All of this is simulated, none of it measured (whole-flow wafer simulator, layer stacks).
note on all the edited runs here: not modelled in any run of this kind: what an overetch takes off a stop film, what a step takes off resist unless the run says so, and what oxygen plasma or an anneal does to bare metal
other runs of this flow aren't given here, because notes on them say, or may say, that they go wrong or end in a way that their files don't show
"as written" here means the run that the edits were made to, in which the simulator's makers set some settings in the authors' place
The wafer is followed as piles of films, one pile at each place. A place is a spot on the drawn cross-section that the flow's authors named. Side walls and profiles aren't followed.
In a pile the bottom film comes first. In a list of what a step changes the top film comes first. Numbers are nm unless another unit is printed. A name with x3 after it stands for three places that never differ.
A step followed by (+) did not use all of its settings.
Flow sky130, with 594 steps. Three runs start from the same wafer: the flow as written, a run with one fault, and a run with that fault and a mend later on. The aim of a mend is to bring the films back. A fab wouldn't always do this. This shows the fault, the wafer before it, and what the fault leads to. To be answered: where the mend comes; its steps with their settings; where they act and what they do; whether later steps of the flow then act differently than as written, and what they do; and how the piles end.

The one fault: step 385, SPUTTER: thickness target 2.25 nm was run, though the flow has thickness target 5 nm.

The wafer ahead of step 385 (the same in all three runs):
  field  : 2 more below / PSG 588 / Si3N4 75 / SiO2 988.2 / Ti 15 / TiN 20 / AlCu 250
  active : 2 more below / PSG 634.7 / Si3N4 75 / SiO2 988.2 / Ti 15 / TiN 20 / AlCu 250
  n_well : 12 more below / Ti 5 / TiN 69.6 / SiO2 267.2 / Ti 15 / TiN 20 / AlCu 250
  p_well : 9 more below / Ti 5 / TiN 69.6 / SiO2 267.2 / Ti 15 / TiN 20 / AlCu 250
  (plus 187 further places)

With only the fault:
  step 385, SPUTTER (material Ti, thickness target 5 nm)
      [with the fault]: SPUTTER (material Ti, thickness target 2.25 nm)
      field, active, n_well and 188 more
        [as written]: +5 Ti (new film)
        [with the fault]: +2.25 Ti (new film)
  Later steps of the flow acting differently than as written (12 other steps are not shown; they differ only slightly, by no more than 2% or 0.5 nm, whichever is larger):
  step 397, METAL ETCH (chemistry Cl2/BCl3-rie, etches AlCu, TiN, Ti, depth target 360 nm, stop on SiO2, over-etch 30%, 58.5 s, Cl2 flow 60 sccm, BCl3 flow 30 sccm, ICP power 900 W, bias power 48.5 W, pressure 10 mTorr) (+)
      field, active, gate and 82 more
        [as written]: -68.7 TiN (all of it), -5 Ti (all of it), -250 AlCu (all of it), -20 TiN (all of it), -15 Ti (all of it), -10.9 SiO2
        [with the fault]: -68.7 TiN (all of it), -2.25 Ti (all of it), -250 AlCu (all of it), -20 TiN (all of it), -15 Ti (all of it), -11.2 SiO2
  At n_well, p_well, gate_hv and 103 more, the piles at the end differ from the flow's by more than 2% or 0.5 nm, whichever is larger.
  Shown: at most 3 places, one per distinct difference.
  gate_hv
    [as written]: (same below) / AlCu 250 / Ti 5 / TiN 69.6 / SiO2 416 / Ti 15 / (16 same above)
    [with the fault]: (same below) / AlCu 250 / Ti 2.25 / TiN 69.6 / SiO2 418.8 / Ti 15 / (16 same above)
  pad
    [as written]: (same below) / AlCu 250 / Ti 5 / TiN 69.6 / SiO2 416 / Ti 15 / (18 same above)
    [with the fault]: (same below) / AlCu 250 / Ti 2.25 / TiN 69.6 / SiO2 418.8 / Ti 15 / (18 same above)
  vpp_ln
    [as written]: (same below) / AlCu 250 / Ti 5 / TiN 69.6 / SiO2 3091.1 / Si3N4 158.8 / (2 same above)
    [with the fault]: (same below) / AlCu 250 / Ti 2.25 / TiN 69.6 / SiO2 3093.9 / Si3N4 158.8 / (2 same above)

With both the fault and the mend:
  After step 385 comes the mend.
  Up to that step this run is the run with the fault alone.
  step 385a, SPUTTER (material Ti, thickness target 2.75 nm) (the flow's step 385, run once more with other settings)
      field, active, n_well and 188 more
        +2.75 Ti
  Later steps of the flow that are run all act as written at every place that is followed.
  At every place that both follow, the piles at the end match the flow's.
